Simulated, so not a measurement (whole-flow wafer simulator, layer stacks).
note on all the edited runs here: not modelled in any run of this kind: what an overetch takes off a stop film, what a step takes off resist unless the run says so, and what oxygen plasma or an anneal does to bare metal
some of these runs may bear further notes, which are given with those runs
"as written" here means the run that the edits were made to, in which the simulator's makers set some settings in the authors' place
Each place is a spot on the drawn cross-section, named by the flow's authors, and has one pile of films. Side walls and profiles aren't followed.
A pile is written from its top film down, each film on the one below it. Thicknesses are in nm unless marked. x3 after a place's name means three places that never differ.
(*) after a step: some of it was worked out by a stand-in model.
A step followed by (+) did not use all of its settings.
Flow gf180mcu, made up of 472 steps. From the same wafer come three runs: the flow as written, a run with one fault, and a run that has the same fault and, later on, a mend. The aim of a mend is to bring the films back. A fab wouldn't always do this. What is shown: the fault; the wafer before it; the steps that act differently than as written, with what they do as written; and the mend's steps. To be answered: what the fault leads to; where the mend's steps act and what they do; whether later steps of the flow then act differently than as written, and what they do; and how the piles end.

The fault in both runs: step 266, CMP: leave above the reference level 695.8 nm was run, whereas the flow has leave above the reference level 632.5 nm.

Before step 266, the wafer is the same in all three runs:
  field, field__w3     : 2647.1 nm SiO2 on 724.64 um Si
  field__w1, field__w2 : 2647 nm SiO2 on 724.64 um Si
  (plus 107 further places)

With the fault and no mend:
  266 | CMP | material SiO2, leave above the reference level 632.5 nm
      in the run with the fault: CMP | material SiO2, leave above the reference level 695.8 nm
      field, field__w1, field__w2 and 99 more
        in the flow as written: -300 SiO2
        in the run with the fault: -236.7 SiO2
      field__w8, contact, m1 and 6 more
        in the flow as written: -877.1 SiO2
        in the run with the fault: -813.8 SiO2
  Steps further on in the flow that do not act as written (2 more steps, not shown, differ only slightly: by at most 2% or 0.5 nm, whichever is larger):
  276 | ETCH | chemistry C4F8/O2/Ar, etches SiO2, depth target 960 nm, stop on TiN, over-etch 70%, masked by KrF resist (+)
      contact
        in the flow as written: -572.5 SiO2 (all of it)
        in the run with the fault: -635.8 SiO2 (all of it)
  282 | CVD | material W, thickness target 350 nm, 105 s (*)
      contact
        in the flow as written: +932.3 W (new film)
        in the run with the fault: +996.2 W (new film)
  The piles end different from the flow's at field__w8, contact, m1, m1__w1, m1_nw by more than 2% or 0.5 nm, whichever is larger.
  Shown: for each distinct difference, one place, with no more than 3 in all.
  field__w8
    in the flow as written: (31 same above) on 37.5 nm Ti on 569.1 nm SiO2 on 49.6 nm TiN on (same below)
    in the run with the fault: (31 same above) on 37.5 nm Ti on 632.4 nm SiO2 on 49.6 nm TiN on (same below)
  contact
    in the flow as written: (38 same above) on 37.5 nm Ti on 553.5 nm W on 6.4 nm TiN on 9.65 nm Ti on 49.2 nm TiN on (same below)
    in the run with the fault: (38 same above) on 37.5 nm Ti on 617.4 nm W on 6.17 nm TiN on 9.3 nm Ti on 49.2 nm TiN on (same below)

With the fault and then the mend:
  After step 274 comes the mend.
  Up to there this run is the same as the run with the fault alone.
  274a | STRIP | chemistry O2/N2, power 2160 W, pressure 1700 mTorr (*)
      field, field__w1, field__w2 and 107 more
        -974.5 KrF resist (all of it), -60 anti-reflective coat (all of it)
      contact
        -60 anti-reflective coat (all of it)
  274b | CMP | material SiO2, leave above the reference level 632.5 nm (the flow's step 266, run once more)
      field, field__w1, field__w2 and 108 more
        -63.3 SiO2
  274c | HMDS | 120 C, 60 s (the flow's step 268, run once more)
      alters no film at any place that is followed
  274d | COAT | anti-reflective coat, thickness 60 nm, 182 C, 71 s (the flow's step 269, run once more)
      field, field__w1, field__w2 and 108 more
        +60 anti-reflective coat (new film)
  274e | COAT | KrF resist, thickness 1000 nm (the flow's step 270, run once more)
      field, field__w1, field__w2 and 108 more
        +1000 KrF resist (new film)
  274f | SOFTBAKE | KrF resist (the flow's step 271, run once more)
      alters no film at any place that is followed
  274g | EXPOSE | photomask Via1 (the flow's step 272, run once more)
      alters no film at any place that is followed
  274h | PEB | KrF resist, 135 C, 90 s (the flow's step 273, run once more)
      field, field__w1, field__w2 and 108 more
        -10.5 KrF resist
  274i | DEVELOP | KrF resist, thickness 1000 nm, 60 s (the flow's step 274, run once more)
      field, field__w1, field__w2 and 107 more
        -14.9 KrF resist
      contact
        -989.5 KrF resist (all of it)
  None of the later steps of the flow acts differently than as written at any place that is followed.
  The piles end the same as the flow's at every place that both follow.
